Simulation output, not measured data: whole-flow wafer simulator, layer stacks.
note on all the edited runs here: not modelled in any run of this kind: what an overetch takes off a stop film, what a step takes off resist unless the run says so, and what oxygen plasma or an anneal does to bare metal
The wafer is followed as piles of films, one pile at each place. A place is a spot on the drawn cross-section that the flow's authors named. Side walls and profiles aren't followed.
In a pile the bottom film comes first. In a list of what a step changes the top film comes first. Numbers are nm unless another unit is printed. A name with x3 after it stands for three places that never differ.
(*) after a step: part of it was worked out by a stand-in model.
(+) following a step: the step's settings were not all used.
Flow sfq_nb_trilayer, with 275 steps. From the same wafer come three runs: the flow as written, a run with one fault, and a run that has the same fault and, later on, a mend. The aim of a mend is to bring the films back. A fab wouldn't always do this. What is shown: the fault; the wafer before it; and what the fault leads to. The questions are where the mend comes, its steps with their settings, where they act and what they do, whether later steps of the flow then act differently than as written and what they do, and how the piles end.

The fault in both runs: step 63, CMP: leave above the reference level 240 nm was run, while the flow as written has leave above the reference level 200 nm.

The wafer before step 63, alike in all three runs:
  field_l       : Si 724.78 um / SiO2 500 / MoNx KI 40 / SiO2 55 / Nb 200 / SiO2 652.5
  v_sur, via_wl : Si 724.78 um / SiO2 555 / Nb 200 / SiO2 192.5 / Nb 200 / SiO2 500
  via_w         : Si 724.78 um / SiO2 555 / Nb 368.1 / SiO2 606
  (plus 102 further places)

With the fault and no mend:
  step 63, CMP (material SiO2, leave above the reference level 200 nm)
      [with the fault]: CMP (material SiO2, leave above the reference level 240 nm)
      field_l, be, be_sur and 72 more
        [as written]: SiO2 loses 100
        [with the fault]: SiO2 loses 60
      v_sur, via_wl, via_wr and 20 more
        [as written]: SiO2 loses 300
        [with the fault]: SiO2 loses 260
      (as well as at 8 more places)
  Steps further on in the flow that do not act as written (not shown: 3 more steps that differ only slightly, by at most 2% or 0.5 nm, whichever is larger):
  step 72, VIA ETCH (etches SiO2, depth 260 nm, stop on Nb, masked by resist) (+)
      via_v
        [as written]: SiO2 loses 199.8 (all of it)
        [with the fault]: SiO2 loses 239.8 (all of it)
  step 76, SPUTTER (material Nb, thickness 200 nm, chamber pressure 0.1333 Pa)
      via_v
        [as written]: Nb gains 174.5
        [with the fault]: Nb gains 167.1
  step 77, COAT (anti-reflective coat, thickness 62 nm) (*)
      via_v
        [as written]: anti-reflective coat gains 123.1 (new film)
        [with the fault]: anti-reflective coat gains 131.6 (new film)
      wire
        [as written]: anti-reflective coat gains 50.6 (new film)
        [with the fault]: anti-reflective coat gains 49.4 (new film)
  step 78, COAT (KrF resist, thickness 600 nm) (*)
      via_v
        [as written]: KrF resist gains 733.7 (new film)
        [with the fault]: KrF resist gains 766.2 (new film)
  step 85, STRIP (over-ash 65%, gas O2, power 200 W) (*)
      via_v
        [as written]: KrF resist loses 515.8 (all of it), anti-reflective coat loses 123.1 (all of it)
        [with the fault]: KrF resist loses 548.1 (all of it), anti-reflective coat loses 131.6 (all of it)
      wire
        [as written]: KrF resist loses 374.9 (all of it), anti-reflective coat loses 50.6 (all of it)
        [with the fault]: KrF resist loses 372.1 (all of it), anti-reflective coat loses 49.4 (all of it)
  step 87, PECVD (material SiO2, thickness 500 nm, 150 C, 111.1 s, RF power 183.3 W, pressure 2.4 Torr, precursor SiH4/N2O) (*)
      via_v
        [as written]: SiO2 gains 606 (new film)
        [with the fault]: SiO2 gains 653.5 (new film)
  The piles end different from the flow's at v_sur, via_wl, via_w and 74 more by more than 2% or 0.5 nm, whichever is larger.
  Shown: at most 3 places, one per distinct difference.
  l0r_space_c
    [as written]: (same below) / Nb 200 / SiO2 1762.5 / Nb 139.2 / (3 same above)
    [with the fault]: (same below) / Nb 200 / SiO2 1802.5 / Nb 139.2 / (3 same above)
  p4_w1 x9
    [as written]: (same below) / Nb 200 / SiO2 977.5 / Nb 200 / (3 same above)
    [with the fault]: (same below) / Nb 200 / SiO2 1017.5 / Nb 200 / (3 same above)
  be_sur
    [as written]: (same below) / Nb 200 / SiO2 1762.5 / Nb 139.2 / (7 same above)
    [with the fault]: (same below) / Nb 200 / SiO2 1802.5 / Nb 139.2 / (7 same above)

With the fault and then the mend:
  The mend follows step 70.
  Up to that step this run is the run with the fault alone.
  step 70a, STRIP (over-ash 65%, gas O2, power 200 W) (*)
      field_l, v_sur, via_wl and 102 more
        KrF resist loses 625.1 (all of it), anti-reflective coat loses 62 (all of it)
      via_v
        anti-reflective coat loses 62 (all of it)
  step 70b, CMP (material SiO2, leave above the reference level 200 nm) (a further turn of the flow's step 63)
      field_l, v_sur, via_wl and 103 more
        SiO2 loses 40
  step 70c, COAT (anti-reflective coat, thickness 62 nm) (a further turn of the flow's step 65)
      field_l, v_sur, via_wl and 103 more
        anti-reflective coat gains 62 (new film)
  step 70d, COAT (KrF resist, thickness 650 nm) (a further turn of the flow's step 66)
      field_l, v_sur, via_wl and 103 more
        KrF resist gains 650 (new film)
  step 70e, SOFTBAKE (KrF resist) (a further turn of the flow's step 67)
      does not change any film at any place that is followed
  step 70f, EXPOSE (photomask I1, dose 11.91 mJ/cm2, NA 0.6, wavelength 248 nm) (*) (a further turn of the flow's step 68)
      does not change any film at any place that is followed
  step 70g, PEB (KrF resist, 90 s) (a further turn of the flow's step 69)
      field_l, v_sur, via_wl and 103 more
        KrF resist loses 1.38
  step 70h, DEVELOP (KrF resist, thickness 650 nm, 60 s) (a further turn of the flow's step 70)
      field_l, v_sur, via_wl and 102 more
        KrF resist loses 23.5
      via_v
        KrF resist loses 648.6 (all of it)
  None of the later steps of the flow acts differently than as written at any place that is followed.
  At every place that both follow, the piles at the end match the flow's.
